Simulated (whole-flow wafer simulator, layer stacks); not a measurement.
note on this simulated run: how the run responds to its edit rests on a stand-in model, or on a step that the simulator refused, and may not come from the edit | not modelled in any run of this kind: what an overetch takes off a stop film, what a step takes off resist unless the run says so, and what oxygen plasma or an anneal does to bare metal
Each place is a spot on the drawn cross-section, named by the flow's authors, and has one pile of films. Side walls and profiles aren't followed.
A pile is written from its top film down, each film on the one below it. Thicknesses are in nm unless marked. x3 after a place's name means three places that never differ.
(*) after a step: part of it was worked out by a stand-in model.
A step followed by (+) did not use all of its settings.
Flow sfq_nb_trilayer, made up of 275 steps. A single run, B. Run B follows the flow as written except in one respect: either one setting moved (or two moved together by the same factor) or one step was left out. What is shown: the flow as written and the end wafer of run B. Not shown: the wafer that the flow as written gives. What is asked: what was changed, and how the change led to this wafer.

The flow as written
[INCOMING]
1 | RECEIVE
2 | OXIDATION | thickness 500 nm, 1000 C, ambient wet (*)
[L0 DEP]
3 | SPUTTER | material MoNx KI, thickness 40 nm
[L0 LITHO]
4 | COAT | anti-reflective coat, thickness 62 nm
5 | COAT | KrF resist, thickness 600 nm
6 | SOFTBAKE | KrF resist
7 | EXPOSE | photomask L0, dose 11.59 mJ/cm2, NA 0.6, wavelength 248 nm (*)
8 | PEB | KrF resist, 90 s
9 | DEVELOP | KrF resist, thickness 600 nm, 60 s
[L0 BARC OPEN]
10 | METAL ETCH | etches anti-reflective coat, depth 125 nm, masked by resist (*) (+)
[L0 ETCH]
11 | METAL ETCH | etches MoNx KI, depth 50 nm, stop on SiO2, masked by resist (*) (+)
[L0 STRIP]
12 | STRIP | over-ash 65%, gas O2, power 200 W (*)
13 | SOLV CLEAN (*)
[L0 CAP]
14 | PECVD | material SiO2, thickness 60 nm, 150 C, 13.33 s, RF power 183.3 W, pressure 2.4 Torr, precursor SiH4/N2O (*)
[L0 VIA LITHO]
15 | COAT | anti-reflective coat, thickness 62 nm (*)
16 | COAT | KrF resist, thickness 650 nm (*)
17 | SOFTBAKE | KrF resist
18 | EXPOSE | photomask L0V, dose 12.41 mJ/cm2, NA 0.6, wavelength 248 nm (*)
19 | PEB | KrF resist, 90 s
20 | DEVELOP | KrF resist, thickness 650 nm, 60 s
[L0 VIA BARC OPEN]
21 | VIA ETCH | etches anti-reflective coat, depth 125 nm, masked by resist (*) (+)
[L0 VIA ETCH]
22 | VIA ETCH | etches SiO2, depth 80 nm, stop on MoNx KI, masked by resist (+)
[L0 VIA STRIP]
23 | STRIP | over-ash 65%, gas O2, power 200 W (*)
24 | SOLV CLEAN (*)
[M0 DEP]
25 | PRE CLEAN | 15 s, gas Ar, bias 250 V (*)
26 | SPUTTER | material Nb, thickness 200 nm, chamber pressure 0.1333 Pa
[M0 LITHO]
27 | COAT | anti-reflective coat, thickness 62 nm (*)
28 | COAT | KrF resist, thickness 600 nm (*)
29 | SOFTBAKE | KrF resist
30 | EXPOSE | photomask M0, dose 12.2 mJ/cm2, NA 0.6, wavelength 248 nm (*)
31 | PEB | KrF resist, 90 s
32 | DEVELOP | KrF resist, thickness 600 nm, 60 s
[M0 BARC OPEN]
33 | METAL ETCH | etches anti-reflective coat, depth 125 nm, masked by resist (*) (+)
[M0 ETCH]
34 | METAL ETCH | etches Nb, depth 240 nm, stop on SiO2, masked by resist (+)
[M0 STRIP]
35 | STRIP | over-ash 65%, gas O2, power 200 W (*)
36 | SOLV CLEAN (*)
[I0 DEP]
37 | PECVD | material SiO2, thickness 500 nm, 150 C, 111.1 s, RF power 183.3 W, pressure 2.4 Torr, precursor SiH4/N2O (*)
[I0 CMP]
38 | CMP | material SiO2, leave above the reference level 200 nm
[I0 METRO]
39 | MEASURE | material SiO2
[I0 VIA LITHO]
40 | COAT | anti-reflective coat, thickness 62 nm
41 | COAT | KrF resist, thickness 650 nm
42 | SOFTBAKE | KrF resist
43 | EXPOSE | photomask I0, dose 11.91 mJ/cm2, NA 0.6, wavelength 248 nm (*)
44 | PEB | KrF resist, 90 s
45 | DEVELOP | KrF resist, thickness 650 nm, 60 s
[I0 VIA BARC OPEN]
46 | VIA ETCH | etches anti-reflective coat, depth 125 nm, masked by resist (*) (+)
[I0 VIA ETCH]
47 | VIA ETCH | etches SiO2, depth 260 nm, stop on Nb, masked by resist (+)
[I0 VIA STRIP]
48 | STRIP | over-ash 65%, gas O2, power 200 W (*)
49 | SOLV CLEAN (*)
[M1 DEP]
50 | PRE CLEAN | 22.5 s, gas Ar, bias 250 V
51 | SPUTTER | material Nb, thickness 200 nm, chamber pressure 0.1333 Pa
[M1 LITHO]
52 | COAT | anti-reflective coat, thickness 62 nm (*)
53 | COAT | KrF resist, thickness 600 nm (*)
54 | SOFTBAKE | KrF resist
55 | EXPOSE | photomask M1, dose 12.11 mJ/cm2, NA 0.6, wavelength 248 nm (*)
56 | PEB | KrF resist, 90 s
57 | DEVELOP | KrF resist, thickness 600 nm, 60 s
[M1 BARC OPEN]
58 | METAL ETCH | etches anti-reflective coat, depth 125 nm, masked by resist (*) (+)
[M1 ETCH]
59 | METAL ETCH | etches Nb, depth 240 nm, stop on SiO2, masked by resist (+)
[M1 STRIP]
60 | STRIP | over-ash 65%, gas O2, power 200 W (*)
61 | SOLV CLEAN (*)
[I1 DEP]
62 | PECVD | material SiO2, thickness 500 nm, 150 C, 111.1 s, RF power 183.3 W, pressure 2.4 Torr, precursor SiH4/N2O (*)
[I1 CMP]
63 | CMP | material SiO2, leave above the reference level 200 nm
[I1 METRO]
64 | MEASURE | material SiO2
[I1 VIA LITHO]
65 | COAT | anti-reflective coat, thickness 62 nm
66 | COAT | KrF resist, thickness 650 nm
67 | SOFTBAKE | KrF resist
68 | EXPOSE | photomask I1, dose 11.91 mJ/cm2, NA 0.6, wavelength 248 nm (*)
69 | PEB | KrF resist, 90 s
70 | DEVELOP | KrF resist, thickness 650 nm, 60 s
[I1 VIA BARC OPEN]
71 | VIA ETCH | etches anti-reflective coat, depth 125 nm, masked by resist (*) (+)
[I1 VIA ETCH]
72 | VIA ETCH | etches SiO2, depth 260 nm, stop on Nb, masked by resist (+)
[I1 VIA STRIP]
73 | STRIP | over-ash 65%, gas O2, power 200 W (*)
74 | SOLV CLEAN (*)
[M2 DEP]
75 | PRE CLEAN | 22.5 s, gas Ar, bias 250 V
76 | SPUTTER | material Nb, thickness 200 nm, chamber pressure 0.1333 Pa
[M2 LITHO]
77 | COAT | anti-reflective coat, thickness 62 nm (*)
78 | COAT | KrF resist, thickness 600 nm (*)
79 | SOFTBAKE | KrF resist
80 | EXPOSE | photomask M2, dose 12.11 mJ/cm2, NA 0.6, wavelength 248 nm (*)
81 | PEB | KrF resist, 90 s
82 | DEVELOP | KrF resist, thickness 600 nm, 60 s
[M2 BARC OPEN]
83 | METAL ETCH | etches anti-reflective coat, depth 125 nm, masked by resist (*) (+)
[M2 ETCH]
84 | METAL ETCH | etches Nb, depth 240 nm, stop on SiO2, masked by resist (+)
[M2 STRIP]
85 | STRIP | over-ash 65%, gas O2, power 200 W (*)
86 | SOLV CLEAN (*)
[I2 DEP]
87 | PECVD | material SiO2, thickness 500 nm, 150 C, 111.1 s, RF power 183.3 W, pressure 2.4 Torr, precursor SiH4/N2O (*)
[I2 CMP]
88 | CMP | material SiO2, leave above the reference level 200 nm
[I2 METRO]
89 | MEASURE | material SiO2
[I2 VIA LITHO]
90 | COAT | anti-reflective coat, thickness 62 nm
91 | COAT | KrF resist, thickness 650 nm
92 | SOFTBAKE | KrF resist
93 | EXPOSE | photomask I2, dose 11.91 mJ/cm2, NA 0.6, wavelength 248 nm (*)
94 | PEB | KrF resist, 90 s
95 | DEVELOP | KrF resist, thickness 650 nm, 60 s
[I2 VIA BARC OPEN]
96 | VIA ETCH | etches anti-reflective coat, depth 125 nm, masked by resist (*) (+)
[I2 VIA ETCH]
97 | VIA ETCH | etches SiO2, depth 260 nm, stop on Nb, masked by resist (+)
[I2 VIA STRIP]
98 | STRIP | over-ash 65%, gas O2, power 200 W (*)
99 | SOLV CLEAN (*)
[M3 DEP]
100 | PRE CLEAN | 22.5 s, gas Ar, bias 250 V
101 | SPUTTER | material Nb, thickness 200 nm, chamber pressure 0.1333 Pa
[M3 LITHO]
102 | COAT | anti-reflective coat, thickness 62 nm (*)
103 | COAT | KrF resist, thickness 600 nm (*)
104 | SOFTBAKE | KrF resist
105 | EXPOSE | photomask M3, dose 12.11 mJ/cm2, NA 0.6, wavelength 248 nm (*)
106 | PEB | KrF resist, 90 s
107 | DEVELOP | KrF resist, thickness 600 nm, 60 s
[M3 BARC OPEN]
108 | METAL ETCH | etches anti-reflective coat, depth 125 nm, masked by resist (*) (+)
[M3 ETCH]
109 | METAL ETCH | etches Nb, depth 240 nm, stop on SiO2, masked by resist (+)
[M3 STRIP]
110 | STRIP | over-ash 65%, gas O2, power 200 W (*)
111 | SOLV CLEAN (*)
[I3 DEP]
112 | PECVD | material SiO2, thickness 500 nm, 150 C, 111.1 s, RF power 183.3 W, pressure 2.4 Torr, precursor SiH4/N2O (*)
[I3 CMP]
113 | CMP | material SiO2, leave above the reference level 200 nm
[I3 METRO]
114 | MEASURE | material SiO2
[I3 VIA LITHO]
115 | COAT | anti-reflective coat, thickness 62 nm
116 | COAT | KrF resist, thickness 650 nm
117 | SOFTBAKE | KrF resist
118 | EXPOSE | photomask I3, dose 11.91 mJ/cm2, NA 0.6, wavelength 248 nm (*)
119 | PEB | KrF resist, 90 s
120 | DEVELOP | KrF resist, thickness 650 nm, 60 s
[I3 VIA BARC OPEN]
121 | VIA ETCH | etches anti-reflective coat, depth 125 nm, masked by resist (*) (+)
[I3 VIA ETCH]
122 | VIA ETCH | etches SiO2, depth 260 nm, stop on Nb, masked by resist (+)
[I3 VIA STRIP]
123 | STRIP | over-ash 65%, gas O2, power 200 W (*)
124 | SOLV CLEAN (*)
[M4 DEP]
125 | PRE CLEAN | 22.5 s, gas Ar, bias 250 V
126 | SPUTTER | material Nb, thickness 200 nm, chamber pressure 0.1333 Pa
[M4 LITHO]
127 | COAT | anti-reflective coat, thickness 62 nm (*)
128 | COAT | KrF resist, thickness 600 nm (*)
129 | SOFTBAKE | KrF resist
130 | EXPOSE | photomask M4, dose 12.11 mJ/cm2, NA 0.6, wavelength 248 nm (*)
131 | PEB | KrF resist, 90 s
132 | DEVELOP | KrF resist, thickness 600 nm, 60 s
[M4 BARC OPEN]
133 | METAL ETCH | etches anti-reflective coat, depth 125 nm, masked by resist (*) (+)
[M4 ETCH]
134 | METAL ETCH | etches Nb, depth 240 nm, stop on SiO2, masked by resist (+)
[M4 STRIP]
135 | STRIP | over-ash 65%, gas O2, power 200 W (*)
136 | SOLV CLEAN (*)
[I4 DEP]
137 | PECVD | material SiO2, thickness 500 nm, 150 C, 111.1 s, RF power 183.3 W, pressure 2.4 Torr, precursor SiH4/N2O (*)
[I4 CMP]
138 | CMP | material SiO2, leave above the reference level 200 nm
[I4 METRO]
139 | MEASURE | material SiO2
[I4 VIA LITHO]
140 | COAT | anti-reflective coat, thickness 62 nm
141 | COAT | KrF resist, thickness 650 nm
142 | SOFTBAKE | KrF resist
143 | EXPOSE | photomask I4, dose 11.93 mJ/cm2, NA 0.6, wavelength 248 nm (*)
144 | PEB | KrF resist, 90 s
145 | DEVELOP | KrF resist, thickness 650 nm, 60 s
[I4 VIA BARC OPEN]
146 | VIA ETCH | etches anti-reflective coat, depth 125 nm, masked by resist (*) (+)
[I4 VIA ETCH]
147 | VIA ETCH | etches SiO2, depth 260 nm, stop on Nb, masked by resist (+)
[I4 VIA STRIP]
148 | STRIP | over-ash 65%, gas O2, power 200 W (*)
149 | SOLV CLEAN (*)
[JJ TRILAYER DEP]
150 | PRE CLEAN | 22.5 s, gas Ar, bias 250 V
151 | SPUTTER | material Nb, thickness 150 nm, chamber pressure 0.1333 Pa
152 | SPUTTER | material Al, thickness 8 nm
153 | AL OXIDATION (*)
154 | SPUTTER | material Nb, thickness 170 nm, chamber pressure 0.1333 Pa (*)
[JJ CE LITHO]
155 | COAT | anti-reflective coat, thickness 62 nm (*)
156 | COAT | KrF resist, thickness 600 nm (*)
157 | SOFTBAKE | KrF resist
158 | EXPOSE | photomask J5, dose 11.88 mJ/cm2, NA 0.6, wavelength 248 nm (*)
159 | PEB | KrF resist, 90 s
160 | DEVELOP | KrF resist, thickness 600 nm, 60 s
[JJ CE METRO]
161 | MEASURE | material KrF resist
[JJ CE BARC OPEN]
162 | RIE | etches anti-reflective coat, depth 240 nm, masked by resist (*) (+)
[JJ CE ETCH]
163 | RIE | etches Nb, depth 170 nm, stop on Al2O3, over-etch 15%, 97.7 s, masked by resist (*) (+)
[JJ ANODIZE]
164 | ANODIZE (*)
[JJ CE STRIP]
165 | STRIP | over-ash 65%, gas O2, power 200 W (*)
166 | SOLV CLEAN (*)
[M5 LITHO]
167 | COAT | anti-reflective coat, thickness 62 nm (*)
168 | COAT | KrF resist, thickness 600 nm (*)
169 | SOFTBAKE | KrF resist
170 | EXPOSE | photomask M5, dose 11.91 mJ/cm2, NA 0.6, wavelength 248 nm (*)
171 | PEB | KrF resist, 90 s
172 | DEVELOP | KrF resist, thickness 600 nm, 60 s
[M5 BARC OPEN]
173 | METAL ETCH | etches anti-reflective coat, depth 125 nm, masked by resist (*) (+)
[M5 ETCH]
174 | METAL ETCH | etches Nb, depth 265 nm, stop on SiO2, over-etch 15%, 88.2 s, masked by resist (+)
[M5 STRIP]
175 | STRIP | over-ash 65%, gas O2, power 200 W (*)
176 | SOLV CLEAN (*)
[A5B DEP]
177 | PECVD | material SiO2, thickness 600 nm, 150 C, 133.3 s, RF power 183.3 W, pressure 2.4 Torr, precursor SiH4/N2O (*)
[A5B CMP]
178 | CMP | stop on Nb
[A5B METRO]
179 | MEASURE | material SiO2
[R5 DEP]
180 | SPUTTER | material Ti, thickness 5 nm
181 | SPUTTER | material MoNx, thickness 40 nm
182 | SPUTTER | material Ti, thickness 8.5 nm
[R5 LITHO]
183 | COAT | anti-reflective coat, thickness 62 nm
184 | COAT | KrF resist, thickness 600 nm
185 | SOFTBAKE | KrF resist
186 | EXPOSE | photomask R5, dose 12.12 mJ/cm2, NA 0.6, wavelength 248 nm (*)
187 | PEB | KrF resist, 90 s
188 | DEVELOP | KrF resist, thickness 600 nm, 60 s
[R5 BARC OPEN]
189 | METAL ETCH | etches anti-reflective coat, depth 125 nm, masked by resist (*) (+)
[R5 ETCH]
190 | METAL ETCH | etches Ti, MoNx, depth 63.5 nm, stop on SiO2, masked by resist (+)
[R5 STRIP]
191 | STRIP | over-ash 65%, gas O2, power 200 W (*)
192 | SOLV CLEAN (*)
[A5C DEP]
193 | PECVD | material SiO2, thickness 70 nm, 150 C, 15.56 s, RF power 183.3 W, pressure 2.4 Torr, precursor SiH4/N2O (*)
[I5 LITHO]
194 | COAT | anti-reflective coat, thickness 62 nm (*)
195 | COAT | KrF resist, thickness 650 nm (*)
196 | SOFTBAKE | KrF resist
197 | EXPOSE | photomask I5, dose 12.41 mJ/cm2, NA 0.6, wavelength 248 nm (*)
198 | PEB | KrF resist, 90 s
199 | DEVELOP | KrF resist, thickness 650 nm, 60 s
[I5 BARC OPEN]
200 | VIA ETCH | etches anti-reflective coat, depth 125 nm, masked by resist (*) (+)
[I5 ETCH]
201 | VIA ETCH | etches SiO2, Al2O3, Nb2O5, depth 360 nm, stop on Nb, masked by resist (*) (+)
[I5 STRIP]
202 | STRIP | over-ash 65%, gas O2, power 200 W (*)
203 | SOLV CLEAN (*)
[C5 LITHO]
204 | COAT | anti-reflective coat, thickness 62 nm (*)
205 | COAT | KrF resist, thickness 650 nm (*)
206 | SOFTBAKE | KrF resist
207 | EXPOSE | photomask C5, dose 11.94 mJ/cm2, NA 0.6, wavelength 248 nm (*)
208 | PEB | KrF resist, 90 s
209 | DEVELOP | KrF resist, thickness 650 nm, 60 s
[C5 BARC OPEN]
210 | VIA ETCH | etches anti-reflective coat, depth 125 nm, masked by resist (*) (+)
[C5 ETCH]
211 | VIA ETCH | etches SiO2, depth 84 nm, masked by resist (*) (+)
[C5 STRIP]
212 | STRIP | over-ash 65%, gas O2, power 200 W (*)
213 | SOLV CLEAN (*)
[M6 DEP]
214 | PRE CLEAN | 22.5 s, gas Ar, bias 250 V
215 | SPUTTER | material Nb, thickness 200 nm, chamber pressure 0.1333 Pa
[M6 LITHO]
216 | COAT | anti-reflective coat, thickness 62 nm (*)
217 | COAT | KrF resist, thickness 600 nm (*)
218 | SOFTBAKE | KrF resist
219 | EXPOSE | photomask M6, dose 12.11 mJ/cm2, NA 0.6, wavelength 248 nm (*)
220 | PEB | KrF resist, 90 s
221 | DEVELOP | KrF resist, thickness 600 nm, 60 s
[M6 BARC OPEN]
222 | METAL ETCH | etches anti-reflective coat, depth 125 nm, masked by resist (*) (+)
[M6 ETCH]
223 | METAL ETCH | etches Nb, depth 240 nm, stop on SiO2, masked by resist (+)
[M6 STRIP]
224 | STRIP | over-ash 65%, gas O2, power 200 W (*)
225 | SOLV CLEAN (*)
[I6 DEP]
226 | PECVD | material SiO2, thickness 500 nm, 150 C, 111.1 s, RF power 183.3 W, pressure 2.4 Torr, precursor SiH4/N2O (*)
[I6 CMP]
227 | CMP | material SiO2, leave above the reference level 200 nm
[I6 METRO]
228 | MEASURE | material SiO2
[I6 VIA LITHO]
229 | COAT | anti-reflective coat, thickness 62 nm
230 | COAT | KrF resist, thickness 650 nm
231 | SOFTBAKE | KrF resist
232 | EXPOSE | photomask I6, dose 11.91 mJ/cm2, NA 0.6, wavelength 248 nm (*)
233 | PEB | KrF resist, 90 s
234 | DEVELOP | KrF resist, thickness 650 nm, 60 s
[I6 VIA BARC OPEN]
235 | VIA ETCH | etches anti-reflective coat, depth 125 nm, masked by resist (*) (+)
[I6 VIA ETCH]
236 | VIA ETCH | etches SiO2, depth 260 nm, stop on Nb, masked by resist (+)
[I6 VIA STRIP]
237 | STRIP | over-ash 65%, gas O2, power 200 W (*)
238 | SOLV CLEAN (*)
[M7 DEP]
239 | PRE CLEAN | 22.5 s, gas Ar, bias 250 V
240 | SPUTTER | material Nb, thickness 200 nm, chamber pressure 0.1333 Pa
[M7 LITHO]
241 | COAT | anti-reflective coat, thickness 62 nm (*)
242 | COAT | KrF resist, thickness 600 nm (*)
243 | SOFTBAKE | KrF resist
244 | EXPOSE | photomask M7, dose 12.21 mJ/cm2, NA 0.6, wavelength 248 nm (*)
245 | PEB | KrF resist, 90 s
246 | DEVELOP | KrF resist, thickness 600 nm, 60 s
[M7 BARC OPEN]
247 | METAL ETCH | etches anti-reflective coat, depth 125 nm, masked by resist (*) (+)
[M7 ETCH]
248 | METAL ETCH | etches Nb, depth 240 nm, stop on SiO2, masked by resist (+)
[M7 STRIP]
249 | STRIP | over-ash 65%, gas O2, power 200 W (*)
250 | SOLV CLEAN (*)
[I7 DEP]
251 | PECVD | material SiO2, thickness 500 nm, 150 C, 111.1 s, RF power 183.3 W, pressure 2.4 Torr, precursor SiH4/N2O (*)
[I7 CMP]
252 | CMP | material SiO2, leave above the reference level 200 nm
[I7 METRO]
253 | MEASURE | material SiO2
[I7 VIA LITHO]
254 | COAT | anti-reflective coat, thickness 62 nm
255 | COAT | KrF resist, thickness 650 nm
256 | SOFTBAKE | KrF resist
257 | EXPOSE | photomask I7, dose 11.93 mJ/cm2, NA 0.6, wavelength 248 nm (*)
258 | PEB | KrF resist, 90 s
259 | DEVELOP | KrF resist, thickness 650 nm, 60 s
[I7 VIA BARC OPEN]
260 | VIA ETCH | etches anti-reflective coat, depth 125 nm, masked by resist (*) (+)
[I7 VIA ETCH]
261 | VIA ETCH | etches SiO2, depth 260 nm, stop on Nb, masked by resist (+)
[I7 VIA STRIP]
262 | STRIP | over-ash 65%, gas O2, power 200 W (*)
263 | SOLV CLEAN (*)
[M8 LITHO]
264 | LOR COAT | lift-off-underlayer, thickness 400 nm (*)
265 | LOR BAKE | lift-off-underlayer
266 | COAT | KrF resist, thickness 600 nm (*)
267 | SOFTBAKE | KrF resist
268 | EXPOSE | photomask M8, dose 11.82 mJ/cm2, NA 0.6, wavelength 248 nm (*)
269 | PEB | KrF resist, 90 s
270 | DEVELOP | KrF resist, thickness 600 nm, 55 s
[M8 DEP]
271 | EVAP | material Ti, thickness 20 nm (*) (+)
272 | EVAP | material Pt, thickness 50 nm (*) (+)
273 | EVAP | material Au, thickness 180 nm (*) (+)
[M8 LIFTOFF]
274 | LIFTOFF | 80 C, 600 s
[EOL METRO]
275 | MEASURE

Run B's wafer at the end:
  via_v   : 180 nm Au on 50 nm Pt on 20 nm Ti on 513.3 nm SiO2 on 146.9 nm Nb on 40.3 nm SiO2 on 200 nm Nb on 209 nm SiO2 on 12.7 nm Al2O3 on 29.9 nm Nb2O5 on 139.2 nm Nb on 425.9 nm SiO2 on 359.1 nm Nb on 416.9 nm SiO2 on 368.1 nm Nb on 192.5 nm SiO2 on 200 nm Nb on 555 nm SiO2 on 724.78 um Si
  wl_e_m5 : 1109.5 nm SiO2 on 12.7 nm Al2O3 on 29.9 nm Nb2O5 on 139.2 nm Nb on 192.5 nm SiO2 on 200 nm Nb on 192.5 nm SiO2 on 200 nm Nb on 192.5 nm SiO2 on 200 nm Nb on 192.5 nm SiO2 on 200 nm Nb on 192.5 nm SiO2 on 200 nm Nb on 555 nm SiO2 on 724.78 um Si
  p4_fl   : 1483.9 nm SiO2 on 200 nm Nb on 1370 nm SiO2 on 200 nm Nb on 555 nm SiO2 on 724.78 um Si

The reason: step 227, CMP: leave above the reference level 308 nm was run, whereas the flow has leave above the reference level 200 nm.

The path from the change to this, step by step:
  227 | CMP | material SiO2, leave above the reference level 200 nm
      field_l, p4_fl, p4_fm and 59 more: nothing (it would be, as written: SiO2 loses 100)
      moat, field_r, lsp_l, ln_m5, lsp_m: nothing (it would be, as written: SiO2 loses 93.6)
      (as well as at 39 more places)
  229 | COAT | anti-reflective coat, thickness 62 nm
      moat, r5r_space_c, m8r_pad_l, m8r_pad_r: anti-reflective coat gains 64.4 (new film) (it would be, as written: anti-reflective coat gains 62 (new film))
      v_sur, r5r_line_r: anti-reflective coat gains 60.1 (new film) (it would be, as written: anti-reflective coat gains 62 (new film))
      (as well as at 11 more places)
  236 | VIA ETCH | etches SiO2, depth 260 nm, stop on Nb, masked by resist (+)
      via_v: SiO2 loses 260 (it would be, as written: SiO2 loses 199.8 (all of it))
  237 | STRIP | over-ash 65%, gas O2, power 200 W (*)
      m5r_linepad_l, m5r_linepad_r: KrF resist loses 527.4 (all of it), anti-reflective coat loses 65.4 (all of it) (it would be, as written: KrF resist loses 528.6 (all of it), anti-reflective coat loses 62 (all of it))
      m8r_pad_l, m8r_pad_r: KrF resist loses 528.3 (all of it), anti-reflective coat loses 64.4 (all of it) (it would be, as written: KrF resist loses 528.6 (all of it), anti-reflective coat loses 62 (all of it))
      (as well as at 13 more places)
  239 | PRE CLEAN | 22.5 s, gas Ar, bias 250 V
      via_v: SiO2 loses 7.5 (it would be, as written: Nb loses 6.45)
  240 | SPUTTER | material Nb, thickness 200 nm, chamber pressure 0.1333 Pa
      via_v: Nb gains 146.9 (new film) (it would be, as written: Nb gains 161.1)
  241 | COAT | anti-reflective coat, thickness 62 nm (*)
      wl_c_m6, wl_f_m6: anti-reflective coat gains 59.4 (new film) (it would be, as written: anti-reflective coat gains 62 (new film))
      m5r_linepad_l, m5r_linepad_r: anti-reflective coat gains 65 (new film) (it would be, as written: anti-reflective coat gains 62 (new film))
      (as well as at 15 more places)
  242 | COAT | KrF resist, thickness 600 nm (*)
      via_v: KrF resist gains 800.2 (new film) (it would be, as written: KrF resist gains 742.5 (new film))
  247 | METAL ETCH | etches anti-reflective coat, depth 125 nm, masked by resist (*) (+)
      m5r_linepad_l, m5r_linepad_r: anti-reflective coat loses 65 (all of it) (it would be, as written: anti-reflective coat loses 62 (all of it))
      m8r_pad_l, m8r_pad_r: anti-reflective coat loses 64.1 (all of it) (it would be, as written: anti-reflective coat loses 62 (all of it))
      (as well as at 4 more places)
  249 | STRIP | over-ash 65%, gas O2, power 200 W (*)
      v_sur: KrF resist loses 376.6 (all of it), anti-reflective coat loses 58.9 (all of it) (it would be, as written: KrF resist loses 379.9 (all of it), anti-reflective coat loses 61.4 (all of it))
      via_wr: KrF resist loses 368.8 (all of it), anti-reflective coat loses 59.5 (all of it) (it would be, as written: KrF resist loses 374.2 (all of it), anti-reflective coat loses 60.8 (all of it))
      (as well as at 10 more places)
  251 | PECVD | material SiO2, thickness 500 nm, 150 C, 111.1 s, RF power 183.3 W, pressure 2.4 Torr, precursor SiH4/N2O (*)
      via_v: SiO2 gains 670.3 (new film) (it would be, as written: SiO2 gains 621 (new film))
  252 | CMP | material SiO2, leave above the reference level 200 nm
      field_l, p4_fl, p4_fm and 46 more: SiO2 loses 92 (it would be, as written: SiO2 loses 100)
      wl_a_sr, wl_b_sl, wl_b_m5 and 8 more: SiO2 loses 292 (it would be, as written: SiO2 loses 300)
      (as well as at 11 more places)
Taking metal films that touch as one body, via_v has 7 bodies (between them, from the top down: SiO2 513.3; SiO2 40.3; SiO2 209 / Al2O3 12.7 / Nb2O5 29.9; SiO2 425.9; SiO2 416.9; SiO2 192.5); the flow as written gives 6 bodies (between them, from the top down: SiO2 437.8; SiO2 209 / Al2O3 12.7 / Nb2O5 29.9; SiO2 425.9; SiO2 416.9; SiO2 192.5).
